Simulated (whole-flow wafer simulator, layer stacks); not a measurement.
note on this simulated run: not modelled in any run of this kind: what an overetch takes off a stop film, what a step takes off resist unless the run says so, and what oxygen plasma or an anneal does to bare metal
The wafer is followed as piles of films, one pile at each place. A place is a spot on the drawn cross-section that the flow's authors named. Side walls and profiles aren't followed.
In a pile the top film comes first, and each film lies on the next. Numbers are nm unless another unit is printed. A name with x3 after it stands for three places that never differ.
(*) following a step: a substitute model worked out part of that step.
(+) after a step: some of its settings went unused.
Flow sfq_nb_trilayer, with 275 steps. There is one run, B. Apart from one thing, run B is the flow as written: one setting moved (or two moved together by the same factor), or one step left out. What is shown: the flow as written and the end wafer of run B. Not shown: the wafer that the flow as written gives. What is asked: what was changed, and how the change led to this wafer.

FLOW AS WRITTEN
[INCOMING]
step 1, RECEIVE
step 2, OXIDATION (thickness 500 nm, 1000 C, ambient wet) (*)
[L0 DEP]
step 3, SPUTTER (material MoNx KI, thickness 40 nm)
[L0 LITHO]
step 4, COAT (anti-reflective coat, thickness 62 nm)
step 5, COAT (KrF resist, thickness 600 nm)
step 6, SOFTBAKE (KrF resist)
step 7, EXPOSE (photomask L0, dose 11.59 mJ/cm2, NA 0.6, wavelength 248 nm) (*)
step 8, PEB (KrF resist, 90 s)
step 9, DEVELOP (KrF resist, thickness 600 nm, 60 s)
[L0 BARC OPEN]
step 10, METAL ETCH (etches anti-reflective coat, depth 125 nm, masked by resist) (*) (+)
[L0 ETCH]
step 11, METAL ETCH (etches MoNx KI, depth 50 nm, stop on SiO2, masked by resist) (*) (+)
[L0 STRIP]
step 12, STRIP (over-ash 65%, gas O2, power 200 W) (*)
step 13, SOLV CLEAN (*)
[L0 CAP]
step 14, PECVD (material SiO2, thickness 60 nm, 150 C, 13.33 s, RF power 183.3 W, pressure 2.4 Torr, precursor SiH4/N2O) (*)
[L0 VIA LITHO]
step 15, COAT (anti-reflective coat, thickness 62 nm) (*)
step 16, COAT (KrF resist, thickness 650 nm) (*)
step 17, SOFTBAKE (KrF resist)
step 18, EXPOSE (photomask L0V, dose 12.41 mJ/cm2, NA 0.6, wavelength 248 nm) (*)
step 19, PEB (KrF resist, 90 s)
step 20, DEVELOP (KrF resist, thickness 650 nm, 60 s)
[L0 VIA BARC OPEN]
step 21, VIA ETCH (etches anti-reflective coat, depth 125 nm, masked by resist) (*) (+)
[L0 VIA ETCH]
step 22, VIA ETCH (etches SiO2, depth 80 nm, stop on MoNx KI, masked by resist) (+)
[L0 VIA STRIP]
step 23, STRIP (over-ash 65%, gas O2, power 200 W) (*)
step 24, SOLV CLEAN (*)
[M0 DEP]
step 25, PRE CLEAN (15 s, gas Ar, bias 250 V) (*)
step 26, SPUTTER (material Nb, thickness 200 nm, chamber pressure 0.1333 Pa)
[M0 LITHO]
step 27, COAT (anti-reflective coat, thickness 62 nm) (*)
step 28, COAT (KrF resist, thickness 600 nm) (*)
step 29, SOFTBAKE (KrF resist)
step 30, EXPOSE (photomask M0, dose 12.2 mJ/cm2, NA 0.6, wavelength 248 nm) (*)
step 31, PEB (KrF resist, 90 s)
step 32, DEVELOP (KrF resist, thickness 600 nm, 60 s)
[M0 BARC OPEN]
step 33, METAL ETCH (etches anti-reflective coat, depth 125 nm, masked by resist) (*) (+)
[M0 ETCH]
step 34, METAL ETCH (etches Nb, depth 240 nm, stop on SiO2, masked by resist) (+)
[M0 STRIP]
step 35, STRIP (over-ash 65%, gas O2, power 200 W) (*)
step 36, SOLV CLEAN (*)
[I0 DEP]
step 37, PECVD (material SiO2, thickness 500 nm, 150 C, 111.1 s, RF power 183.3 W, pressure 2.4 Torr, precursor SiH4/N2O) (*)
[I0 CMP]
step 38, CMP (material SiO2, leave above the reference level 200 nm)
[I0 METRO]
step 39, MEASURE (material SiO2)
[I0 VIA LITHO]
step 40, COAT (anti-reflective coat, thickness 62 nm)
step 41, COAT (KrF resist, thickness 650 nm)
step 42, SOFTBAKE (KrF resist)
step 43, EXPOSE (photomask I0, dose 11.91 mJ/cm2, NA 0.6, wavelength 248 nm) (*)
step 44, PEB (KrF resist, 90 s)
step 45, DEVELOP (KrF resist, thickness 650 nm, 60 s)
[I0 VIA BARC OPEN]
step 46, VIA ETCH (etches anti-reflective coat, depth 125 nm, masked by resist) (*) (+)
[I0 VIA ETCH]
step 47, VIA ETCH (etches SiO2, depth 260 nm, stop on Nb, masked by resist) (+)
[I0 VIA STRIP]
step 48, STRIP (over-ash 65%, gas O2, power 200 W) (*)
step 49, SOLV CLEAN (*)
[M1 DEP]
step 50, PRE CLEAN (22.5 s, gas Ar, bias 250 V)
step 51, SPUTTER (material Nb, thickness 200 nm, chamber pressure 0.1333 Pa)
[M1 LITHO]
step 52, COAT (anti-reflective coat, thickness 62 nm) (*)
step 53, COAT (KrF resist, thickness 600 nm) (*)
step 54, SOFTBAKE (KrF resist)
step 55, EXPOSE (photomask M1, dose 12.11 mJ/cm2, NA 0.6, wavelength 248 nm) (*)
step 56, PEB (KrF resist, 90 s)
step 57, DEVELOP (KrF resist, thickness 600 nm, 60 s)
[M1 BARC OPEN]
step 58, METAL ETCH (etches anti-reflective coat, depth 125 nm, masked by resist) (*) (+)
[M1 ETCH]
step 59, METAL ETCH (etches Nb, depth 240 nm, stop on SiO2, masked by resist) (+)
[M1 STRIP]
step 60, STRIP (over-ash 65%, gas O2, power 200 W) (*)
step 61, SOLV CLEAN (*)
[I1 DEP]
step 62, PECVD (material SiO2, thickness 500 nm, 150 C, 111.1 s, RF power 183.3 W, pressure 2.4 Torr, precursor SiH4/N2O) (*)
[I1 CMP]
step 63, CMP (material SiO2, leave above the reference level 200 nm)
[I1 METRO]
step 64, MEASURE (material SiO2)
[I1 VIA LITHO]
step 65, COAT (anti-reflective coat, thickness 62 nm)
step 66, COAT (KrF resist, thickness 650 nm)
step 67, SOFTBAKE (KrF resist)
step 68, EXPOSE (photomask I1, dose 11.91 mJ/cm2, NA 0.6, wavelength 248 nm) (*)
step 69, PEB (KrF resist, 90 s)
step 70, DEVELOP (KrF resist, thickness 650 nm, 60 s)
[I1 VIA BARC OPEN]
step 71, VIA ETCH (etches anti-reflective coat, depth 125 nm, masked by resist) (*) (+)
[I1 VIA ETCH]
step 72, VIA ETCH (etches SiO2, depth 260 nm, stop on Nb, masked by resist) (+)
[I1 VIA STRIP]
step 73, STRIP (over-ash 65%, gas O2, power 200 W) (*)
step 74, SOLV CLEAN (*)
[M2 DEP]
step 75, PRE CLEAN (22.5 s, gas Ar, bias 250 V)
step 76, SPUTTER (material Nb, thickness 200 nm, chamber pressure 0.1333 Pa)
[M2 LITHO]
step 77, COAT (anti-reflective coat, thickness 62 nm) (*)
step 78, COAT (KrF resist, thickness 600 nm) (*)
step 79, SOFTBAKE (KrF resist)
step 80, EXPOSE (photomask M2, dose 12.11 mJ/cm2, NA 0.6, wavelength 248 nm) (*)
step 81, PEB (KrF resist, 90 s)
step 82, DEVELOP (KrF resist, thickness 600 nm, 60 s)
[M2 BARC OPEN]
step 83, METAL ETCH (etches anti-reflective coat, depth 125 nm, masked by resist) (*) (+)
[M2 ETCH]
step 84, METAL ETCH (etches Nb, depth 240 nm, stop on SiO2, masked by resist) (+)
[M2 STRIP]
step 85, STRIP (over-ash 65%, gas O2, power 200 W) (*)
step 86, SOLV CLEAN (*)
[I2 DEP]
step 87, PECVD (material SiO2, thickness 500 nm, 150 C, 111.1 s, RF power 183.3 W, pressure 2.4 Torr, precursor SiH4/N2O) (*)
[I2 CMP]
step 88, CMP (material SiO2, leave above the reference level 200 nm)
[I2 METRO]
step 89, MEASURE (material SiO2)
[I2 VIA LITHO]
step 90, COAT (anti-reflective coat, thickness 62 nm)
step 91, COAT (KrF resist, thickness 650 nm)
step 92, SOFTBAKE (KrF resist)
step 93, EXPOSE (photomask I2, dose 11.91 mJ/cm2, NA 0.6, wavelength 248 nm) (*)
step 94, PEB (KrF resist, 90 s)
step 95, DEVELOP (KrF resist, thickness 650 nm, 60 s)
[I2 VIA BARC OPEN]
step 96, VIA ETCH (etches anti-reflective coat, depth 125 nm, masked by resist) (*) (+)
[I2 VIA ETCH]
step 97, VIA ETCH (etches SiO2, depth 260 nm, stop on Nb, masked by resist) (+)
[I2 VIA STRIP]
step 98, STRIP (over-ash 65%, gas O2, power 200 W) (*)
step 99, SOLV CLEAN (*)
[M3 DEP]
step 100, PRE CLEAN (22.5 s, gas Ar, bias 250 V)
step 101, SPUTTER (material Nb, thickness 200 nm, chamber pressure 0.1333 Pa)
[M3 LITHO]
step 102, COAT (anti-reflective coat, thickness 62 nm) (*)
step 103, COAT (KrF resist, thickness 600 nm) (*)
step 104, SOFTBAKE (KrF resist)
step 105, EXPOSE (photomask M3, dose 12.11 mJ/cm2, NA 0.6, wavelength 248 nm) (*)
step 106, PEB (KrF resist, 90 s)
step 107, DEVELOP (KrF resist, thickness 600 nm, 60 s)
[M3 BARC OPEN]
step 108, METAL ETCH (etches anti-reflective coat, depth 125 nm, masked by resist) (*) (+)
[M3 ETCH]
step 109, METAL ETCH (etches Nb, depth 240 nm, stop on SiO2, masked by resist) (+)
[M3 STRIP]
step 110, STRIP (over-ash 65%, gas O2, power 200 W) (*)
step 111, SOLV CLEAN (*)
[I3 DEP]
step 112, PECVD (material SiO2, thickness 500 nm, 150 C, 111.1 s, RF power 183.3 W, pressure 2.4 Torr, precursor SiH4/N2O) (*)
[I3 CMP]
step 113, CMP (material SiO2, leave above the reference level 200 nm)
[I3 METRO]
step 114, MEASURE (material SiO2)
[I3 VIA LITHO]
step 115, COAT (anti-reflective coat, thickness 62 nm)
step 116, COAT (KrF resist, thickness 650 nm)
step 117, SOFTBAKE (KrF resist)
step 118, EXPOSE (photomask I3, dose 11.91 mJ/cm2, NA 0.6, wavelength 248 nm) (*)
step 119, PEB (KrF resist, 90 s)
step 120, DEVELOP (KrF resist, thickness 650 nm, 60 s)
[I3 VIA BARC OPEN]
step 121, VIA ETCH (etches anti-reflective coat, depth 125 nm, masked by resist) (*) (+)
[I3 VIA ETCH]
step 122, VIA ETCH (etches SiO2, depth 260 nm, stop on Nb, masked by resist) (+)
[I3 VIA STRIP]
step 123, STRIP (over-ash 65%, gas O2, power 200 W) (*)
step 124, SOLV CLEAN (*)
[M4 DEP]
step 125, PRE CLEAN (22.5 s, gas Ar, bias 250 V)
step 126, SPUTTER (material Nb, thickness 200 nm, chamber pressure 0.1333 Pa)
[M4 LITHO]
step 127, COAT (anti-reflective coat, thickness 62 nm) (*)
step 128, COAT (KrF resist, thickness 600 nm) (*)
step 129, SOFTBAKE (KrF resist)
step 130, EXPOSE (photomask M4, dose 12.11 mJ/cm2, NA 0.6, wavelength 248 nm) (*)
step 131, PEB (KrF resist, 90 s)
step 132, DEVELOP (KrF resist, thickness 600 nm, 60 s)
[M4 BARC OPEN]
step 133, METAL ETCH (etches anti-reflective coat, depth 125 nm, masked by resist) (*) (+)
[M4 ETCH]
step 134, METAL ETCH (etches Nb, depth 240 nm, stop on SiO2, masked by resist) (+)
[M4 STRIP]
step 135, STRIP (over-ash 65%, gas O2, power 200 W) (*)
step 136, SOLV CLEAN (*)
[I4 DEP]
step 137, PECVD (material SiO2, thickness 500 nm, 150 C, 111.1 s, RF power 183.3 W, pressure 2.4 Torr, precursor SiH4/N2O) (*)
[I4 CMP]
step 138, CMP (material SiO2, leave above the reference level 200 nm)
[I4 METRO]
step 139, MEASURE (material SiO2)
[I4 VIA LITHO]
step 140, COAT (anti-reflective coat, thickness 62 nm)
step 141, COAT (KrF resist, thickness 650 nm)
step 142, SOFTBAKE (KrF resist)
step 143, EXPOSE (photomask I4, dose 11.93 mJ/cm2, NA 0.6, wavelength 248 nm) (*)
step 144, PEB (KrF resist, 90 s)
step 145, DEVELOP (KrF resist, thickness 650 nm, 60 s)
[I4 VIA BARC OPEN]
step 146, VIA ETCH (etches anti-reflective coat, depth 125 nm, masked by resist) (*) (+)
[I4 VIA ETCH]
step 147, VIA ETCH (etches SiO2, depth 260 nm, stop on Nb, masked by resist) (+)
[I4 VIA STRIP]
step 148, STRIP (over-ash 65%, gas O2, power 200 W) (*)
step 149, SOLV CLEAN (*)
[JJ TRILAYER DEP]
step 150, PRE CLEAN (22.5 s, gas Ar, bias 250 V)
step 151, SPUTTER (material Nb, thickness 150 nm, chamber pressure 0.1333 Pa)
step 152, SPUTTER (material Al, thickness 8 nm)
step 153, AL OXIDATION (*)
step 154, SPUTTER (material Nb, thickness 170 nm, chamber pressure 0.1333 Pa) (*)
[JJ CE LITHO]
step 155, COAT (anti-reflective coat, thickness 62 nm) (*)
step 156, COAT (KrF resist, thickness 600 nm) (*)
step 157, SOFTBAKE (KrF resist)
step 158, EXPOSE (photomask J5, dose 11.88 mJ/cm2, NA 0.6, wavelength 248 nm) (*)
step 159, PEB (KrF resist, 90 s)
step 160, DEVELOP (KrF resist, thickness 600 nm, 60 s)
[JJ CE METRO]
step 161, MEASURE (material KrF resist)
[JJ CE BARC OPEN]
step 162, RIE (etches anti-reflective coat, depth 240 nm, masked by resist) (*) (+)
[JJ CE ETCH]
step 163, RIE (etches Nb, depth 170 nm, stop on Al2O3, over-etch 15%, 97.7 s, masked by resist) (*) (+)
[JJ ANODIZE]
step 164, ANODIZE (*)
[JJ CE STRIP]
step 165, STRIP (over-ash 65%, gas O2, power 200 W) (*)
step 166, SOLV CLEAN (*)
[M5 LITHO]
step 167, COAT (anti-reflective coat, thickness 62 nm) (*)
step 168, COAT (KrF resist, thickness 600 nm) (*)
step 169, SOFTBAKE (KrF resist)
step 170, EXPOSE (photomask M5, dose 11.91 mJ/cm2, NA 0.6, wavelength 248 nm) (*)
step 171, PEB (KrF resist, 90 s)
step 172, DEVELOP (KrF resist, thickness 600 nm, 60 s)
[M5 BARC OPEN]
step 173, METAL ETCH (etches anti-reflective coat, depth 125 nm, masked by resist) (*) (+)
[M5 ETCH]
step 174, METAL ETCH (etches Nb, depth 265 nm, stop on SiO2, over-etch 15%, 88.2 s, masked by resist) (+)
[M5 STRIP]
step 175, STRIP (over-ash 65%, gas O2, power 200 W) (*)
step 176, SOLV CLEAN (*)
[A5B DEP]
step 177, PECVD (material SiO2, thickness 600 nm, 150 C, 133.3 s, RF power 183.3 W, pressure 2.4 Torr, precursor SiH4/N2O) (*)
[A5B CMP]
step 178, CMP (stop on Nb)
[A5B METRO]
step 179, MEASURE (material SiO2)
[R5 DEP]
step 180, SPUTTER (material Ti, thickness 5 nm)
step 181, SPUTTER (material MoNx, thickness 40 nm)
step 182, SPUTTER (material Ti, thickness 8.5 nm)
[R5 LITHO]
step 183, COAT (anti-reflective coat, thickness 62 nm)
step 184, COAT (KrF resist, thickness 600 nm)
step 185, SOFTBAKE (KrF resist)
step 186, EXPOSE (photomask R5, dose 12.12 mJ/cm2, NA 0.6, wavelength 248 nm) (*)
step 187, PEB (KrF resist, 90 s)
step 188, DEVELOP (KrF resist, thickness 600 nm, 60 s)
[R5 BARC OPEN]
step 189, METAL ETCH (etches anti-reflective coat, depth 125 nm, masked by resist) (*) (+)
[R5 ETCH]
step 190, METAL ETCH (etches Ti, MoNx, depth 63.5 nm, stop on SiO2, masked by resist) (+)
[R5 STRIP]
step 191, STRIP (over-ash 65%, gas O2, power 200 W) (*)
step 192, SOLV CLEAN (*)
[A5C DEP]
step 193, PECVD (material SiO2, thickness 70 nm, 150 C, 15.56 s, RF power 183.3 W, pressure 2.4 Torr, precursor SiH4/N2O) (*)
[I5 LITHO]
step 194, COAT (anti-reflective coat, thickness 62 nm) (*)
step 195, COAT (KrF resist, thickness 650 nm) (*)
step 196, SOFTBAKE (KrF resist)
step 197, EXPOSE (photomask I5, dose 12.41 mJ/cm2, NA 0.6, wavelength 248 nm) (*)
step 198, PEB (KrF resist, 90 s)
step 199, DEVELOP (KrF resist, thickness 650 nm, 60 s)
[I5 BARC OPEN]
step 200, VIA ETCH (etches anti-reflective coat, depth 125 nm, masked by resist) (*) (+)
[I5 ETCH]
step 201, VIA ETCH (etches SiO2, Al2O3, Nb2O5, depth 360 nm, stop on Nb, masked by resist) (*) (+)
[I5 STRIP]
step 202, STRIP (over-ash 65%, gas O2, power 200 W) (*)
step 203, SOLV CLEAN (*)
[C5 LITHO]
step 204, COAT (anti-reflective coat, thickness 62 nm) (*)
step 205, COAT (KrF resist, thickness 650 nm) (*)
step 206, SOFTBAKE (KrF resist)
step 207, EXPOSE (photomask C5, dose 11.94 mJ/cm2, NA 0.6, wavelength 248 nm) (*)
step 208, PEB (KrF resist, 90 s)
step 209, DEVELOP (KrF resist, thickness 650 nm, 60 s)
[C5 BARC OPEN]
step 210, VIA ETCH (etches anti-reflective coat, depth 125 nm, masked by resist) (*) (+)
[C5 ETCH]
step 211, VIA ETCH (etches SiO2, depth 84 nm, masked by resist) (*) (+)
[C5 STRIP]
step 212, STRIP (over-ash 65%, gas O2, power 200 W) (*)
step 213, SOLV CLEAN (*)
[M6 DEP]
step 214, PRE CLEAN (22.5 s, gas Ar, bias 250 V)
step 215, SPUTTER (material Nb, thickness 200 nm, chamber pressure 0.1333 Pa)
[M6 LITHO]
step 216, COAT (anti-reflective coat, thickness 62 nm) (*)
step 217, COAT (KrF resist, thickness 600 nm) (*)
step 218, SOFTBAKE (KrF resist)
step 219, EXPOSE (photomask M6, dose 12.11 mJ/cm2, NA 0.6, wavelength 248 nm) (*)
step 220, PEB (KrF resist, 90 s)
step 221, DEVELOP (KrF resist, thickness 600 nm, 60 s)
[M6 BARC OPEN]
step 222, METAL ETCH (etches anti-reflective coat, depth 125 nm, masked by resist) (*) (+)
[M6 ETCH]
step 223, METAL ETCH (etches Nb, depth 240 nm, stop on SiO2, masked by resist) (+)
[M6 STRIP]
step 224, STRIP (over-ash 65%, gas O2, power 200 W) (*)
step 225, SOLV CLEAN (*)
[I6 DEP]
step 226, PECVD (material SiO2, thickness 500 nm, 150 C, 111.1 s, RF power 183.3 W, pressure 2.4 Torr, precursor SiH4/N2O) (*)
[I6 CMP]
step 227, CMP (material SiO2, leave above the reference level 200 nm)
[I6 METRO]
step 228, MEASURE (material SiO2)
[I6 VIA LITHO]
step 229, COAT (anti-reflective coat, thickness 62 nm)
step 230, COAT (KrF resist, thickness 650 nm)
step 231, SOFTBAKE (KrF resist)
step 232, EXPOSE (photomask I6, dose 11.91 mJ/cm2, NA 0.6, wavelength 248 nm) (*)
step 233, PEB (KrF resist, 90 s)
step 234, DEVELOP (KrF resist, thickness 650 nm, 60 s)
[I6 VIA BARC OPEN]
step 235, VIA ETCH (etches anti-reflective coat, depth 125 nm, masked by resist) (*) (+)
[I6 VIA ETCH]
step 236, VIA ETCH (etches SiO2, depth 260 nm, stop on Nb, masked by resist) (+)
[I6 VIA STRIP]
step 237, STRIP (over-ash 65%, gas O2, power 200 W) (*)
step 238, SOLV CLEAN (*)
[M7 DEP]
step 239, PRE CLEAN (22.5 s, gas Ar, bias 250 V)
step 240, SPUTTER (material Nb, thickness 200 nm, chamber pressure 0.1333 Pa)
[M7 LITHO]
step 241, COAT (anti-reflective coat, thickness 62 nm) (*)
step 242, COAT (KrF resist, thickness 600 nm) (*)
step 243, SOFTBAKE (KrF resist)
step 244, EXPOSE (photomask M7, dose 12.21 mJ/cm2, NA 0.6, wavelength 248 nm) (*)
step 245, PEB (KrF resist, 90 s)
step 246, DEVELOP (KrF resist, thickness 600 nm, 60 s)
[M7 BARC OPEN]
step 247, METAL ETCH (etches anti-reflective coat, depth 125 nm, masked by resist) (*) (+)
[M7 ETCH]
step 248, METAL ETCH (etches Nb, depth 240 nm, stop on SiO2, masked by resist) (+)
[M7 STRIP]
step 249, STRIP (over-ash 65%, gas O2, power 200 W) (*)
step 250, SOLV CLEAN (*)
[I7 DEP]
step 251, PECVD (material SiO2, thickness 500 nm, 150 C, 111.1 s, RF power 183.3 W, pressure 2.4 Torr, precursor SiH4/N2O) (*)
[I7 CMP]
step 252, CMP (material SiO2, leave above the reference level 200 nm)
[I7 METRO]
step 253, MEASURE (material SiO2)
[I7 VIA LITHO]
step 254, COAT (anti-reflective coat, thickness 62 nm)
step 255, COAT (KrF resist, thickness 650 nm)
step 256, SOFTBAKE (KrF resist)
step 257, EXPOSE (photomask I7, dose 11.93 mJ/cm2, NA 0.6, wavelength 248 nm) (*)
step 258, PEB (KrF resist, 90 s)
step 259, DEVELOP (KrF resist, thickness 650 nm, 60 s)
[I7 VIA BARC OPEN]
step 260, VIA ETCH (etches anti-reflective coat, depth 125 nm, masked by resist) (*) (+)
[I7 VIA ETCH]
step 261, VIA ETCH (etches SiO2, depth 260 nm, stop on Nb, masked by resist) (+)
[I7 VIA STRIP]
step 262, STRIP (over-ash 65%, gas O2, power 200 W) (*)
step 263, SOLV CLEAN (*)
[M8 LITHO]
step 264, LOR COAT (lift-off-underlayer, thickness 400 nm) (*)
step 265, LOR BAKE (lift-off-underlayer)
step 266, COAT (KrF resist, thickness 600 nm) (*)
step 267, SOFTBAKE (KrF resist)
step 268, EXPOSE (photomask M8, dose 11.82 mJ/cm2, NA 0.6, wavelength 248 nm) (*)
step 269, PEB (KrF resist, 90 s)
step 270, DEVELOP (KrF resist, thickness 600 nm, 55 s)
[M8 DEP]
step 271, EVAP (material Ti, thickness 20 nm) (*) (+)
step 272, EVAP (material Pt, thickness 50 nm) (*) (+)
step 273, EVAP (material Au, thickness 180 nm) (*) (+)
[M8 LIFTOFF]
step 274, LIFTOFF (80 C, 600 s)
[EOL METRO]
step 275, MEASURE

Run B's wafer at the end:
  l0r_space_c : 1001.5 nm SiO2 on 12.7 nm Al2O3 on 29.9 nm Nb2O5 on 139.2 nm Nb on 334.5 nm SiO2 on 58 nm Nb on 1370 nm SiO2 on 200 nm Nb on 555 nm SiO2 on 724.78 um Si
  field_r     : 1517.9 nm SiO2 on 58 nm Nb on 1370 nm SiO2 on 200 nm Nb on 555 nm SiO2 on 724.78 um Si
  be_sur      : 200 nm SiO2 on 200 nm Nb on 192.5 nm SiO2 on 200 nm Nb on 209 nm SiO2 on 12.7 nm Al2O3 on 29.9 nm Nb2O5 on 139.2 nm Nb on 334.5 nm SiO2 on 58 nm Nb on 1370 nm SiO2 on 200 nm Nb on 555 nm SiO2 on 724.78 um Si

The reason: step 134, METAL ETCH: depth 142 nm was run, whereas the flow has depth 240 nm.

Step by step, how the change led to this:
  step 134, METAL ETCH (etches Nb, depth 240 nm, stop on SiO2, masked by resist) (+)
      field_l, be, be_sur and 64 more: Nb loses 142 (in the flow as written it would be: Nb loses 200 (all of it))
      v_sur, via_wl, via_w and 36 more: KrF resist loses 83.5 (in the flow as written it would be: KrF resist loses 141.2)
  step 135, STRIP (over-ash 65%, gas O2, power 200 W) (*)
      p4_fl, p4_fm, p4_w1 and 26 more: KrF resist loses 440 (all of it), anti-reflective coat loses 62 (all of it) (in the flow as written it would be: KrF resist loses 382.4 (all of it), anti-reflective coat loses 62 (all of it))
      ln_m5, lsp_m, ln_m6: KrF resist loses 439.6 (all of it), anti-reflective coat loses 61.8 (all of it) (in the flow as written it would be: KrF resist loses 381.9 (all of it), anti-reflective coat loses 61.8 (all of it))
      (and at 7 other places as well)
  step 137, PECVD (material SiO2, thickness 500 nm, 150 C, 111.1 s, RF power 183.3 W, pressure 2.4 Torr, precursor SiH4/N2O) (*)
      field_l, be, be_sur and 55 more: SiO2 gains 500 (new film) (in the flow as written it would be: SiO2 gains 500)
      p3_s0, p3_s1, p3_s2, p3_s3, p3_s4, p3_s5: SiO2 gains 500 (new film) (in the flow as written it would be: SiO2 gains 557.1)
      (and at 3 other places as well)
  step 138, CMP (material SiO2, leave above the reference level 200 nm)
      field_l, be, be_sur and 55 more: SiO2 loses 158 (in the flow as written it would be: SiO2 loses 100)
      lsp_r, l0_sur, l0v: SiO2 loses 152.3 (in the flow as written it would be: SiO2 loses 91.9)
If metal films that touch count as one body, l0r_space_c has 3 bodies (between them, from the top down: SiO2 334.5; SiO2 1370); the flow as written gives 2 bodies (between them, from the top down: SiO2 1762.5).
If metal films that touch count as one body, field_r has 2 bodies (between them, from the top down: SiO2 1370); the flow as written gives 1 body.
If metal films that touch count as one body, be_sur has 5 bodies (between them, from the top down: SiO2 192.5; SiO2 209 / Al2O3 12.7 / Nb2O5 29.9; SiO2 334.5; SiO2 1370); the flow as written gives 4 bodies (between them, from the top down: SiO2 192.5; SiO2 209 / Al2O3 12.7 / Nb2O5 29.9; SiO2 1762.5).
